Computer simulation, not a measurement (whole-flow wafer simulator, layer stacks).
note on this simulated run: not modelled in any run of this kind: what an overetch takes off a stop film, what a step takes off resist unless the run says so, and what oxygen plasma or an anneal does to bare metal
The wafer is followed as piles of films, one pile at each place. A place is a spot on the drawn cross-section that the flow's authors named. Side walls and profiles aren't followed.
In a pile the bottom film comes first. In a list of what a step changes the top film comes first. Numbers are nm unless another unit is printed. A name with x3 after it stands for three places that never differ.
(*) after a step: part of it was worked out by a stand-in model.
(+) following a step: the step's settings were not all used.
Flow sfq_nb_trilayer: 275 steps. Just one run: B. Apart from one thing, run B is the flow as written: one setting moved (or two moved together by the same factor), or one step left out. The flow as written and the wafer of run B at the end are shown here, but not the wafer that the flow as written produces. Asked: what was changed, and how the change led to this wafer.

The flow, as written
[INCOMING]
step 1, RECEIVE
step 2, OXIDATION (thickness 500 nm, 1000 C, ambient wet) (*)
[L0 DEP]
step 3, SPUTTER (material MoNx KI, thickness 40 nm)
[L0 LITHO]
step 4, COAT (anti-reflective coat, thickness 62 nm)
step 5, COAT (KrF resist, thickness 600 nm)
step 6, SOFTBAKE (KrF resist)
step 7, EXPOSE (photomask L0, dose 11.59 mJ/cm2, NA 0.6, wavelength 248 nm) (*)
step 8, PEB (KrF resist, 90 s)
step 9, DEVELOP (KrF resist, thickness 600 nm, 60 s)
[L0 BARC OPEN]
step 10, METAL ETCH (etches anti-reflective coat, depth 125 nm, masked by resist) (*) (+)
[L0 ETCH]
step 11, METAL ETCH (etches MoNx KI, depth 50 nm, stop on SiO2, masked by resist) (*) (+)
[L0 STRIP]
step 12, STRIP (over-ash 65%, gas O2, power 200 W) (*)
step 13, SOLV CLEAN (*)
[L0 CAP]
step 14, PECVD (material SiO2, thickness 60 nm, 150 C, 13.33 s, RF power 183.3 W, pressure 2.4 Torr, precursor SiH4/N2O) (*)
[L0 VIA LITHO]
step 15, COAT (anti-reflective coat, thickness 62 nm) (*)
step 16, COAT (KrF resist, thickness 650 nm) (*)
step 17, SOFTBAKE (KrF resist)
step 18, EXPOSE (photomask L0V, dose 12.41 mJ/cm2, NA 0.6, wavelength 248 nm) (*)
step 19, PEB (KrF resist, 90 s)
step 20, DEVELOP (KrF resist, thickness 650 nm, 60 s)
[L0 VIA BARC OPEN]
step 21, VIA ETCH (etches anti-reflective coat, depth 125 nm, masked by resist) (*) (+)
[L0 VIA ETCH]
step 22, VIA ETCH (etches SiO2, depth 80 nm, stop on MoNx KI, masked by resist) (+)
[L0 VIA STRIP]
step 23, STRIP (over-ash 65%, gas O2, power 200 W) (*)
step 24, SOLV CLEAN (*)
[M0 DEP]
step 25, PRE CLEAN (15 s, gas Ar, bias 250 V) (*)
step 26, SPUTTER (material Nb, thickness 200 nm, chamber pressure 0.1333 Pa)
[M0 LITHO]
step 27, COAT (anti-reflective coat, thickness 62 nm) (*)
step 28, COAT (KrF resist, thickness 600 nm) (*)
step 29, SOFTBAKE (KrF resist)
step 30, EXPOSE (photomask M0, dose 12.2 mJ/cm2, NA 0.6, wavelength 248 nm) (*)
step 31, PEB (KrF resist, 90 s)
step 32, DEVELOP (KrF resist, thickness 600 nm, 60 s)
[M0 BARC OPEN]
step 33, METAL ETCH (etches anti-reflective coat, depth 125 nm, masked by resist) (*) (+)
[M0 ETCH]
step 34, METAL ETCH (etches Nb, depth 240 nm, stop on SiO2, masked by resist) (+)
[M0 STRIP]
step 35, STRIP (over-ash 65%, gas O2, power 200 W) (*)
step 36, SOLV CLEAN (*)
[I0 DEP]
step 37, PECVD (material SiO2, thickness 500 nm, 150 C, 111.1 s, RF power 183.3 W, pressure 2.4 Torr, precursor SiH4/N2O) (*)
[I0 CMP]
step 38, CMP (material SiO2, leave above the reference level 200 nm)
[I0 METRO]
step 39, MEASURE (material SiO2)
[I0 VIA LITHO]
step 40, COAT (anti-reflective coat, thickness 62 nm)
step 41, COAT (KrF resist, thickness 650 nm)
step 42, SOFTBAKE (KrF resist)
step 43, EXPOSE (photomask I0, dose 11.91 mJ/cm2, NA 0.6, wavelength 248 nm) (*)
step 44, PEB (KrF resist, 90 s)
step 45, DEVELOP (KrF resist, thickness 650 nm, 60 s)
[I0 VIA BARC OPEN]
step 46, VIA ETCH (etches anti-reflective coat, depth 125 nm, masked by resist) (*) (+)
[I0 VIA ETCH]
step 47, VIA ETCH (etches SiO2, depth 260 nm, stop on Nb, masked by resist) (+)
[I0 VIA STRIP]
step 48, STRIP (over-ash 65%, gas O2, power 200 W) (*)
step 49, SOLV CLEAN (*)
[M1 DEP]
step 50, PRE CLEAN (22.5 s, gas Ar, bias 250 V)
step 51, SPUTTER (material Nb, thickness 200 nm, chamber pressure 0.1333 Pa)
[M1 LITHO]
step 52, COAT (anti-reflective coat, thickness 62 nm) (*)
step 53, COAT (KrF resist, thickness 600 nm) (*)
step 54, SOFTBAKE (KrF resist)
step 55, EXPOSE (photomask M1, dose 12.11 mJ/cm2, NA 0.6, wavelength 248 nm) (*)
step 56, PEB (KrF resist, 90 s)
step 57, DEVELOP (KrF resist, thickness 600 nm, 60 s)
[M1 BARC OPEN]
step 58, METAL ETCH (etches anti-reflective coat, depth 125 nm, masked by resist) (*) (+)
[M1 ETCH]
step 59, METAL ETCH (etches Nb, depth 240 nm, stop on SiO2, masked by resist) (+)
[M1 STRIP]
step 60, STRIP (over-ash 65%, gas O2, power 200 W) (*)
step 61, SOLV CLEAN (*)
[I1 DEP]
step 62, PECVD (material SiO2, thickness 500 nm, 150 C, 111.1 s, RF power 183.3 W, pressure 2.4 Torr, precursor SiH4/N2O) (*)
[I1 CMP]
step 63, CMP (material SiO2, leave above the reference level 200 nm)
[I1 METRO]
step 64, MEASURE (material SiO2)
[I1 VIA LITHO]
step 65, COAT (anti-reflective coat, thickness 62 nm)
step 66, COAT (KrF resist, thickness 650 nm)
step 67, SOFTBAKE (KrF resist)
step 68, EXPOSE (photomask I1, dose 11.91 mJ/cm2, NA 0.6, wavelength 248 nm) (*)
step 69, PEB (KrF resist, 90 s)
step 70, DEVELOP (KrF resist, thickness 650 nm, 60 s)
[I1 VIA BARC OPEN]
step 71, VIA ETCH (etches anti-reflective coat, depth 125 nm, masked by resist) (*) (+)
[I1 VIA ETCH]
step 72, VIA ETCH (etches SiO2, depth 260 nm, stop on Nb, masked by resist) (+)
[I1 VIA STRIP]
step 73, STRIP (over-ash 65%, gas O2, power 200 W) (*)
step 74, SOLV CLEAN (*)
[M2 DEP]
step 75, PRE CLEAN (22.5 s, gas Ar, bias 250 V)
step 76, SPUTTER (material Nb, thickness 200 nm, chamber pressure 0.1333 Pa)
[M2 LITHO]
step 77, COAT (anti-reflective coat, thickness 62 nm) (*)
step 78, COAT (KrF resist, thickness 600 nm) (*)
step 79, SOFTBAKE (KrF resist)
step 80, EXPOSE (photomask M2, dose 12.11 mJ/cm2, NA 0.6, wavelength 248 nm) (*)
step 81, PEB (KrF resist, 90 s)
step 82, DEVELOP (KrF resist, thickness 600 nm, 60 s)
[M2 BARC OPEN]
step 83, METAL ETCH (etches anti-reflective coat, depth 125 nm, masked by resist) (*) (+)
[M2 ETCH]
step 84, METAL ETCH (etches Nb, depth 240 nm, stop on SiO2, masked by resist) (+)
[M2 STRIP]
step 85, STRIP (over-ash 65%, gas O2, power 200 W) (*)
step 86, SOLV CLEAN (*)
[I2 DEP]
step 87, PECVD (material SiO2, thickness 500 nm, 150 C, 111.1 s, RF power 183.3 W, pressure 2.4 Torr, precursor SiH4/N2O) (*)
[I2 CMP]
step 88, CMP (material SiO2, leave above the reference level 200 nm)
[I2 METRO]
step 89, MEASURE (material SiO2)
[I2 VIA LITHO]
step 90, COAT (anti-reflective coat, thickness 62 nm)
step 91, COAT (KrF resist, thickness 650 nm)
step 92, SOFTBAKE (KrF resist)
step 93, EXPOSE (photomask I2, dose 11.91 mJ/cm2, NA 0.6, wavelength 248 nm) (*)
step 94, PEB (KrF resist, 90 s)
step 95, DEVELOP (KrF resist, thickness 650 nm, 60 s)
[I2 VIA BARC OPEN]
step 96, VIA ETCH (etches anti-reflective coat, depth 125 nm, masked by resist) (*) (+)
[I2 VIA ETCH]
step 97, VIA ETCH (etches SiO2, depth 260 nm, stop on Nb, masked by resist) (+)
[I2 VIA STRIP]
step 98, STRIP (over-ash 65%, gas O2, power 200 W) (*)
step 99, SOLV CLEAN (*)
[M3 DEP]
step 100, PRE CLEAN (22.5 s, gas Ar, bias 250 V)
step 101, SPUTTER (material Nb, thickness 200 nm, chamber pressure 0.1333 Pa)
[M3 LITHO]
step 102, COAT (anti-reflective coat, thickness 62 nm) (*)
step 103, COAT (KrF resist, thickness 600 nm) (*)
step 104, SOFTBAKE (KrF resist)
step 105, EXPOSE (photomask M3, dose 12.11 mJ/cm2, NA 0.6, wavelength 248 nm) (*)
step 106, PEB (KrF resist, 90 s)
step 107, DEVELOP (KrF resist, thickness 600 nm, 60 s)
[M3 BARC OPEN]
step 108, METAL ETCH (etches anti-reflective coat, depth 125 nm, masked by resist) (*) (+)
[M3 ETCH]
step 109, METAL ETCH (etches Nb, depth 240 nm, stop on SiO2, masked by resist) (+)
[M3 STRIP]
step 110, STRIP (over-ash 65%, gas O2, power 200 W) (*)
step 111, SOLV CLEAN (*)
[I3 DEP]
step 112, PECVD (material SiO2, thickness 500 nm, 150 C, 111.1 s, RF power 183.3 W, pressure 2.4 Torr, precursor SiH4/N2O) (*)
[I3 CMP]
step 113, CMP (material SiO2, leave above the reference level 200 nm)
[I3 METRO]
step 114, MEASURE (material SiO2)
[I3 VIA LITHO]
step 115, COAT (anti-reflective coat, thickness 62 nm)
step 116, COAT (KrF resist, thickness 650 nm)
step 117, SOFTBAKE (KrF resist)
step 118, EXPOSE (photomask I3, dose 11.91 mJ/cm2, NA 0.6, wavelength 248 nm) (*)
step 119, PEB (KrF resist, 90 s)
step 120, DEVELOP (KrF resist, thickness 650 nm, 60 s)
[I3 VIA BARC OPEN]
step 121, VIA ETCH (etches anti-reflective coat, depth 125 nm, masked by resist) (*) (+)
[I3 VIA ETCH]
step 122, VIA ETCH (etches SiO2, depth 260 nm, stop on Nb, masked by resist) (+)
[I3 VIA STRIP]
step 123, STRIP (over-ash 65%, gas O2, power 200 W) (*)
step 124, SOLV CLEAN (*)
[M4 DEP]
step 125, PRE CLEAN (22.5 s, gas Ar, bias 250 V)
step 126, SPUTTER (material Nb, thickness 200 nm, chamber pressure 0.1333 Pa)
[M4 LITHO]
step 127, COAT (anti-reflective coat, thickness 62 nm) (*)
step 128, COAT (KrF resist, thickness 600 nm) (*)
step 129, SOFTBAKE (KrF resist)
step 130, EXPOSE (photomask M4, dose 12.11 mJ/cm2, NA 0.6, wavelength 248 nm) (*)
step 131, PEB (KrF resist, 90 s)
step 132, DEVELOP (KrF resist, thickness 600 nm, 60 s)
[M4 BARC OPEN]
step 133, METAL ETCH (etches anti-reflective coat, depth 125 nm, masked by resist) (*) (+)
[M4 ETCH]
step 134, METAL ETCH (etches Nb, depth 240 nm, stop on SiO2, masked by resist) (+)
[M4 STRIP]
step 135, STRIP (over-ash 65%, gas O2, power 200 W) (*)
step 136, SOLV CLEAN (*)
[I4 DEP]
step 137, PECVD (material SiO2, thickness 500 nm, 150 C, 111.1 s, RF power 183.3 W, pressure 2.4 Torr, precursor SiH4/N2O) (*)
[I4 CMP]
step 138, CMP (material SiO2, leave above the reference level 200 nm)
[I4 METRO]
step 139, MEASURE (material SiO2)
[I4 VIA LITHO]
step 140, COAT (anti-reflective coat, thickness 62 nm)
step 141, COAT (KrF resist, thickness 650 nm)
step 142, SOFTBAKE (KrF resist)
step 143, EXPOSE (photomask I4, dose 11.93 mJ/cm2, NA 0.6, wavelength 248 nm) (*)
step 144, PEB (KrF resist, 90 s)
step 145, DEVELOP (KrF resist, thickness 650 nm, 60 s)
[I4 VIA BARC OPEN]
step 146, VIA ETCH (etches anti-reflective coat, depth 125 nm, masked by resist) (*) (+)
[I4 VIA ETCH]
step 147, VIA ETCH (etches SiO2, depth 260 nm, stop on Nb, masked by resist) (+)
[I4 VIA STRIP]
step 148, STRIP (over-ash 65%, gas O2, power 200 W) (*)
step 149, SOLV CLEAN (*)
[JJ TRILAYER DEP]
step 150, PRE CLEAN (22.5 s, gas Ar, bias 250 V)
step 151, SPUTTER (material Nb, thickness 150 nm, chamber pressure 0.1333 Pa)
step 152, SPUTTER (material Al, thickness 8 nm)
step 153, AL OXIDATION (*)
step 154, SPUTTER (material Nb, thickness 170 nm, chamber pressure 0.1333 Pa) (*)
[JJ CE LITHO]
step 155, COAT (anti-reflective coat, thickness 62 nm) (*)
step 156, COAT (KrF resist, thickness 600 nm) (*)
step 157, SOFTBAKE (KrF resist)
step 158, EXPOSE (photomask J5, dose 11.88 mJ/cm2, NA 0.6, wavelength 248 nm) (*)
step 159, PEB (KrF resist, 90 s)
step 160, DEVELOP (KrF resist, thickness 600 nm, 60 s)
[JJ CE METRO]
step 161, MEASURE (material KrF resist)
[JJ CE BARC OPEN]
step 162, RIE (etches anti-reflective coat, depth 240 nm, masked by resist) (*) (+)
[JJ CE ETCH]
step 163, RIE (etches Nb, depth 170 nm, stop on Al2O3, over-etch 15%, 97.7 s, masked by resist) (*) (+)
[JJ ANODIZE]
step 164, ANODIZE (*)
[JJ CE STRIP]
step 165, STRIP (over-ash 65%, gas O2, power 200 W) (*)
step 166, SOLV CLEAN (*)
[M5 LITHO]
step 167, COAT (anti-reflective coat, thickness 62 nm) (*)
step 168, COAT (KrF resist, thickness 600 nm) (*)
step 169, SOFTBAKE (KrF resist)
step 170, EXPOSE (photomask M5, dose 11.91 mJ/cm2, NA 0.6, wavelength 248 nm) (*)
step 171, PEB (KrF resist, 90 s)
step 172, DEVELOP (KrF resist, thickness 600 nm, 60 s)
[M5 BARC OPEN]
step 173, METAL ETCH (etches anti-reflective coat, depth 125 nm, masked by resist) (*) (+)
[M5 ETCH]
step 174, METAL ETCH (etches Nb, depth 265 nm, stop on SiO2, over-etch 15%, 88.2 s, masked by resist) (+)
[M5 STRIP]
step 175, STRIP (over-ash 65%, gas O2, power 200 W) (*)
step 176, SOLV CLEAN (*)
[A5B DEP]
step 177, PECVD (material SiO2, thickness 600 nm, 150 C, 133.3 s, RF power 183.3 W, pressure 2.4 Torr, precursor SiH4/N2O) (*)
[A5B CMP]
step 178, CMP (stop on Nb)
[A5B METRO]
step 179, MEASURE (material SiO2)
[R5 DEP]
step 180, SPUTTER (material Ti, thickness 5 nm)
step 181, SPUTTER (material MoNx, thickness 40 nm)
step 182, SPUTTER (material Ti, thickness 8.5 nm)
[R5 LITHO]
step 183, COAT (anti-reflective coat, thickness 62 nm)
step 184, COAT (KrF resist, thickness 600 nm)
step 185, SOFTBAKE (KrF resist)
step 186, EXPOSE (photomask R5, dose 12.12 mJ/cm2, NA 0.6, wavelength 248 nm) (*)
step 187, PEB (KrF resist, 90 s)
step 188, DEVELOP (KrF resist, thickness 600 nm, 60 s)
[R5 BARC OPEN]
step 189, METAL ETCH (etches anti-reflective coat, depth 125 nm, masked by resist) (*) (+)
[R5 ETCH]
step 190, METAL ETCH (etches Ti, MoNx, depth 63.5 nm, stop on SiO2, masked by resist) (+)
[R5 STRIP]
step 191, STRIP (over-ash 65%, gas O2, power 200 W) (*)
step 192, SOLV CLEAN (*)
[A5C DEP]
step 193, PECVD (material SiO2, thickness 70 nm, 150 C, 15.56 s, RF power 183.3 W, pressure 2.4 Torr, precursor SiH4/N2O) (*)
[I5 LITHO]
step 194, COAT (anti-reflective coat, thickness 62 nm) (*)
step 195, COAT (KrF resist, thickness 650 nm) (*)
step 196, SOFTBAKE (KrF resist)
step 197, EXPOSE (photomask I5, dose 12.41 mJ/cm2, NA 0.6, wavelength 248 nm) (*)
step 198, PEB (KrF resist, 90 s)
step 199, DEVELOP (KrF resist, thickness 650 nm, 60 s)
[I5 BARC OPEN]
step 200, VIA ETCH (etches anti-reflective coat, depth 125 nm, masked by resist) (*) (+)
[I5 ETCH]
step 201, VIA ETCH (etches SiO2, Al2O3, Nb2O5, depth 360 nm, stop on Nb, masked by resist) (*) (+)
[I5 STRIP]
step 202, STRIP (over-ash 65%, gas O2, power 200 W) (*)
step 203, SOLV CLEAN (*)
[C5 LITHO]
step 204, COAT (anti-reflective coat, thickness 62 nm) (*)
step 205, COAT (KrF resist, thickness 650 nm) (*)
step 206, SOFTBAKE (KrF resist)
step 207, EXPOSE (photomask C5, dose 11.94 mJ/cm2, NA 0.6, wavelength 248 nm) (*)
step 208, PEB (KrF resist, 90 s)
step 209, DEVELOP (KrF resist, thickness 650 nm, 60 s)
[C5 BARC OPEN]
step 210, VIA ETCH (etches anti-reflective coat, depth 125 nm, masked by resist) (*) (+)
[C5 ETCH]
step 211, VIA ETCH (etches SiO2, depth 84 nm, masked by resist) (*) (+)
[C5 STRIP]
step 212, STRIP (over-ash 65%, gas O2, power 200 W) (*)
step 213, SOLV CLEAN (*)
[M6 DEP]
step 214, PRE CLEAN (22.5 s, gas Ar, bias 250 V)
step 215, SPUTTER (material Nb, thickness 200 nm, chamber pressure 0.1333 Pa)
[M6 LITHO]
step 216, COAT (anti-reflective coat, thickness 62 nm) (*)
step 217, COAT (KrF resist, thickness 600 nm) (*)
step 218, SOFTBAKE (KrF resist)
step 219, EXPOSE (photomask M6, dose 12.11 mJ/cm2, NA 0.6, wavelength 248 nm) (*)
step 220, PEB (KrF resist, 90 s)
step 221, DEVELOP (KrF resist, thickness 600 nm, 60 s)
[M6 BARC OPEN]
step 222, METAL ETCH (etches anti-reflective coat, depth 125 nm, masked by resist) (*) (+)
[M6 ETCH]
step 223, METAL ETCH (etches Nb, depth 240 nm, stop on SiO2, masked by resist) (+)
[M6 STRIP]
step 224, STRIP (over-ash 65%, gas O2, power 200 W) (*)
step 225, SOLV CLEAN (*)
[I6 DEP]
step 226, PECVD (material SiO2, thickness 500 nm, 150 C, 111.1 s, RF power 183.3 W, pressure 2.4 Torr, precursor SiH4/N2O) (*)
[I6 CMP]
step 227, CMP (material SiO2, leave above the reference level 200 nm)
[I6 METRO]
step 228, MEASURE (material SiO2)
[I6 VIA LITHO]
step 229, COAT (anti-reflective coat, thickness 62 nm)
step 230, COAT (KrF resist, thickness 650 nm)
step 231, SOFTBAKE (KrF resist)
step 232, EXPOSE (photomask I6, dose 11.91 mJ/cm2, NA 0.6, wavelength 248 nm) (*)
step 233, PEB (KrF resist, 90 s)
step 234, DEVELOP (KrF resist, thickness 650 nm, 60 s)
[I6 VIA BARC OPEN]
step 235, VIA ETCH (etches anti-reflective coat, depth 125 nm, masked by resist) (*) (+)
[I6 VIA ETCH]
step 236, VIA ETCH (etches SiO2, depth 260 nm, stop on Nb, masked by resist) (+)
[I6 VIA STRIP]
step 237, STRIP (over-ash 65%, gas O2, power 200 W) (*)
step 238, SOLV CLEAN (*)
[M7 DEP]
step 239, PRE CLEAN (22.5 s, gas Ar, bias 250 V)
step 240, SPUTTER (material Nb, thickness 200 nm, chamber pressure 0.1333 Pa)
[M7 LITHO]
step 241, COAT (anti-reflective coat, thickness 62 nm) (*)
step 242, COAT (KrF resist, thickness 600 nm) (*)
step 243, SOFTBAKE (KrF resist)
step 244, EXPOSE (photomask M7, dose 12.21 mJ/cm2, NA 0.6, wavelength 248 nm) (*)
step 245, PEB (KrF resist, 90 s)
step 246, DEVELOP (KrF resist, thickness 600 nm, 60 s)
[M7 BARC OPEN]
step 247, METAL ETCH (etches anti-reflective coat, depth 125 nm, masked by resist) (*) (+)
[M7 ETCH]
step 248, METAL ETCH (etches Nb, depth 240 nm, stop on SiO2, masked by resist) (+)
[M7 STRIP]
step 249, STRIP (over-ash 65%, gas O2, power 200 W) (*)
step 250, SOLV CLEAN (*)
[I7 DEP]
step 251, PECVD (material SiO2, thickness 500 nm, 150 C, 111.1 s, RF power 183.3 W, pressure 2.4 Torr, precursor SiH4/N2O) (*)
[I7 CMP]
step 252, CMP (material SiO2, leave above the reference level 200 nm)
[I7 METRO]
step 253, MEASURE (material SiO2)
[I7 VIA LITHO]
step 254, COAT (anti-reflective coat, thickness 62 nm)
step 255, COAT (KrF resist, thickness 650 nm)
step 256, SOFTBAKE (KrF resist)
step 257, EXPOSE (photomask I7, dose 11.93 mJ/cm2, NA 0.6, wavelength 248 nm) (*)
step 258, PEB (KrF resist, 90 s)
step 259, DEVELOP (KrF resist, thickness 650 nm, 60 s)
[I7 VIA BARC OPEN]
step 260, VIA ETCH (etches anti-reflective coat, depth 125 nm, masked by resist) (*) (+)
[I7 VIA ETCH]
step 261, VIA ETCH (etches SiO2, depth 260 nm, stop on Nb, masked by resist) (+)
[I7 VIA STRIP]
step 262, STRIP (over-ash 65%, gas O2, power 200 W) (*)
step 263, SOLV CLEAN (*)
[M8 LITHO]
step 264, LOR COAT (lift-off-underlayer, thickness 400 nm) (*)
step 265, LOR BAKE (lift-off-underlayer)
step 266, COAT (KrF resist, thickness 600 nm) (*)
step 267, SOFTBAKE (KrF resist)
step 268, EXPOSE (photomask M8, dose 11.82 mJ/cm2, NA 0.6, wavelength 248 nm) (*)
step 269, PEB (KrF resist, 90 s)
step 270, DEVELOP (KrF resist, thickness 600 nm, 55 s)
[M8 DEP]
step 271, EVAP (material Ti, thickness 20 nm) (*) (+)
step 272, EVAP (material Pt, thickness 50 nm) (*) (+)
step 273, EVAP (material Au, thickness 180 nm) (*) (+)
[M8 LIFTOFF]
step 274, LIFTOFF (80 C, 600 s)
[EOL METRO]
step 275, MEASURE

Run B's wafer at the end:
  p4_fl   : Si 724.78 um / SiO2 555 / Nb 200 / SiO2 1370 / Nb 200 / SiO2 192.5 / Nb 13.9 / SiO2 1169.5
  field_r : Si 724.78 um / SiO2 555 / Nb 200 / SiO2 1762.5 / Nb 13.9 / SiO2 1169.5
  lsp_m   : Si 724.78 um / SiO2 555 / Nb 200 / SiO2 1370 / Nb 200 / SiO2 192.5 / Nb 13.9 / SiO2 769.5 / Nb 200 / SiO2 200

Cause: step 174, METAL ETCH: depth 146 nm was run, though the flow has depth 265 nm; step 174, METAL ETCH: 48.5 s was run, where the flow has 88.2 s.

Step by step, how the change led to this:
  step 174, METAL ETCH (etches Nb, depth 265 nm, stop on SiO2, over-etch 15%, 88.2 s, masked by resist) (+)
      field_l, r_sur, res and 50 more: -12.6 Al2O3 (all of it), -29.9 Nb2O5 (all of it), -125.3 Nb (it would be, as written: -12.6 Al2O3 (all of it), -29.9 Nb2O5 (all of it), -139.2 Nb (all of it), -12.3 SiO2)
      v_sur, via_wl, via_w and 40 more: -84 KrF resist (it would be, as written: -152.4 KrF resist)
      (and at 10 other places as well)
  step 175, STRIP (over-ash 65%, gas O2, power 200 W) (*)
      l0r_line_l, l0r_line_c, l0r_space_c and 27 more: -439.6 KrF resist (all of it), -62 anti-reflective coat (all of it) (it would be, as written: -371.2 KrF resist (all of it), -62 anti-reflective coat (all of it))
      v_sur: -417.6 KrF resist (all of it), -44.9 anti-reflective coat (all of it) (it would be, as written: -349.2 KrF resist (all of it), -44.9 anti-reflective coat (all of it))
      (and at 22 other places as well)
  step 177, PECVD (material SiO2, thickness 600 nm, 150 C, 133.3 s, RF power 183.3 W, pressure 2.4 Torr, precursor SiH4/N2O) (*)
      field_l, p4_fl, p4_fm and 39 more: +600 SiO2 (new film) (it would be, as written: +600 SiO2)
      r_sur, res, r_end, moat, field_r, lsp_l: +593.9 SiO2 (new film) (it would be, as written: +592.9 SiO2)
      (and at 5 other places as well)
  step 178, CMP (stop on Nb)
      field_l, p4_fl, p4_fm and 39 more: -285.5 SiO2 (it would be, as written: -259.3 SiO2)
      r_sur, res, r_end, moat, field_r, lsp_l: -279.4 SiO2 (it would be, as written: -252.3 SiO2)
      (and at 5 other places as well)
With metal films that touch counted as one body, p4_fl has 3 bodies (between them, from the top down: SiO2 192.5; SiO2 1370); the flow as written gives 2 bodies (between them, from the top down: SiO2 1370).
With metal films that touch counted as one body, field_r has 2 bodies (between them, from the top down: SiO2 1762.5); the flow as written gives 1 body.
With metal films that touch counted as one body, lsp_m has 4 bodies (between them, from the top down: SiO2 769.5; SiO2 192.5; SiO2 1370); the flow as written gives 3 bodies (between them, from the top down: SiO2 975.9; SiO2 1370).
